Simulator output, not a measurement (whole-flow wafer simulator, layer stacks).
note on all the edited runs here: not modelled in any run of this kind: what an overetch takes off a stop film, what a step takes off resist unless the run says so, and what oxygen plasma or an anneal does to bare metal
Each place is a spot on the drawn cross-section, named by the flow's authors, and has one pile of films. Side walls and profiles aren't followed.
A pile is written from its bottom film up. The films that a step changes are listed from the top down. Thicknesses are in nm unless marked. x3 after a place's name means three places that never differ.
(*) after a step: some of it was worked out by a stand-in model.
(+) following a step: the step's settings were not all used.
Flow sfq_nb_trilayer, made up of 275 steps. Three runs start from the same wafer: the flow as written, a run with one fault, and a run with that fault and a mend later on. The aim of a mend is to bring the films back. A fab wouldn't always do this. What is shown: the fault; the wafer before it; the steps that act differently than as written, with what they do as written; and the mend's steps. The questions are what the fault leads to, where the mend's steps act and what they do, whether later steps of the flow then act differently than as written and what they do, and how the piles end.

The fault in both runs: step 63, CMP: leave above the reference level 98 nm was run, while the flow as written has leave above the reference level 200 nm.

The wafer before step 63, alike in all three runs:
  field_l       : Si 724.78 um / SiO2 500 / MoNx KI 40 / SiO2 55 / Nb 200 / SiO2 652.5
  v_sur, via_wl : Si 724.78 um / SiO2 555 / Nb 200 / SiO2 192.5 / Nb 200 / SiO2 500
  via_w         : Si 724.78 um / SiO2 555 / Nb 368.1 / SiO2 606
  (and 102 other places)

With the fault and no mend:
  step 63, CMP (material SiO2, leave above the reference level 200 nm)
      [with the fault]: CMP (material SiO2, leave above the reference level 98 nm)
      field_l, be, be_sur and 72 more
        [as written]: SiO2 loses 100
        [with the fault]: SiO2 loses 202
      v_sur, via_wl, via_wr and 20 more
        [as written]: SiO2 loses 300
        [with the fault]: SiO2 loses 402
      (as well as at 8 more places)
  Steps further on in the flow that do not act as written (not shown: 3 more steps that differ only slightly, by at most 2% or 0.5 nm, whichever is larger):
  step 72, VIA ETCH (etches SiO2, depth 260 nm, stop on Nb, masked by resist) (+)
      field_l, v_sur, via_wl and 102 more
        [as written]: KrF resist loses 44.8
        [with the fault]: KrF resist loses 25.3
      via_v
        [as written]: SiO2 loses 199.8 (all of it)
        [with the fault]: SiO2 loses 97.8 (all of it)
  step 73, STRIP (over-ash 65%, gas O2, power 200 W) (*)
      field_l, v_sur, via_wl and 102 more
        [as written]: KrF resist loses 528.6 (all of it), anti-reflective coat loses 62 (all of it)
        [with the fault]: KrF resist loses 548.1 (all of it), anti-reflective coat loses 62 (all of it)
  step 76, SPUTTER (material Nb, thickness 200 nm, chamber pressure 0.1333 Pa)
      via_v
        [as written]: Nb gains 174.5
        [with the fault]: Nb gains 194.7
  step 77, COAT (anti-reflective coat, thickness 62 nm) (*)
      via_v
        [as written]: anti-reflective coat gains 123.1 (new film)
        [with the fault]: anti-reflective coat gains 101.6 (new film)
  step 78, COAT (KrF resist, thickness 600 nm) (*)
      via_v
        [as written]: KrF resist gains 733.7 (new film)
        [with the fault]: KrF resist gains 648.8 (new film)
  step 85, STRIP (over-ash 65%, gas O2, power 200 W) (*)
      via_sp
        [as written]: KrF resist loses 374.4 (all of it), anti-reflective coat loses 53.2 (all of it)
        [with the fault]: KrF resist loses 382.6 (all of it), anti-reflective coat loses 53.1 (all of it)
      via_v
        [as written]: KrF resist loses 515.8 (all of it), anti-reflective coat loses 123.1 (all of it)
        [with the fault]: KrF resist loses 431.1 (all of it), anti-reflective coat loses 101.6 (all of it)
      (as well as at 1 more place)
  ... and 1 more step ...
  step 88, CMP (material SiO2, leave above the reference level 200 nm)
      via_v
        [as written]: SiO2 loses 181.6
        [with the fault]: SiO2 loses 197.8
  The piles end different from the flow's at field_l, v_sur, via_wl and 103 more by more than 2% or 0.5 nm, whichever is larger.
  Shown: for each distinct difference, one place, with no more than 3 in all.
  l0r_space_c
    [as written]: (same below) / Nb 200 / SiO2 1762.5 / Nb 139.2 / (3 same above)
    [with the fault]: (same below) / Nb 200 / SiO2 1660.5 / Nb 139.2 / (3 same above)
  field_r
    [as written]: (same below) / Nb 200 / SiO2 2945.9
    [with the fault]: (same below) / Nb 200 / SiO2 2843.9
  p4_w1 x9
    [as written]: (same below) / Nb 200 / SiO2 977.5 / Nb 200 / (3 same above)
    [with the fault]: (same below) / Nb 200 / SiO2 875.5 / Nb 200 / (3 same above)

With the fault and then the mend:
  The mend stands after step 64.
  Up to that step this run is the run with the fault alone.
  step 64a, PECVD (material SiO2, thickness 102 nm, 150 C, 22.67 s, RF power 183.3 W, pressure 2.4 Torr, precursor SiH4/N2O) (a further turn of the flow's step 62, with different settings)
      field_l, v_sur, via_wl and 103 more
        SiO2 gains 102
  None of the later steps of the flow differs from how it acts as written, at any place that is followed, by more than 2% or 0.5 nm, whichever is larger.
  At every place that both follow, the piles at the end match the flow's.
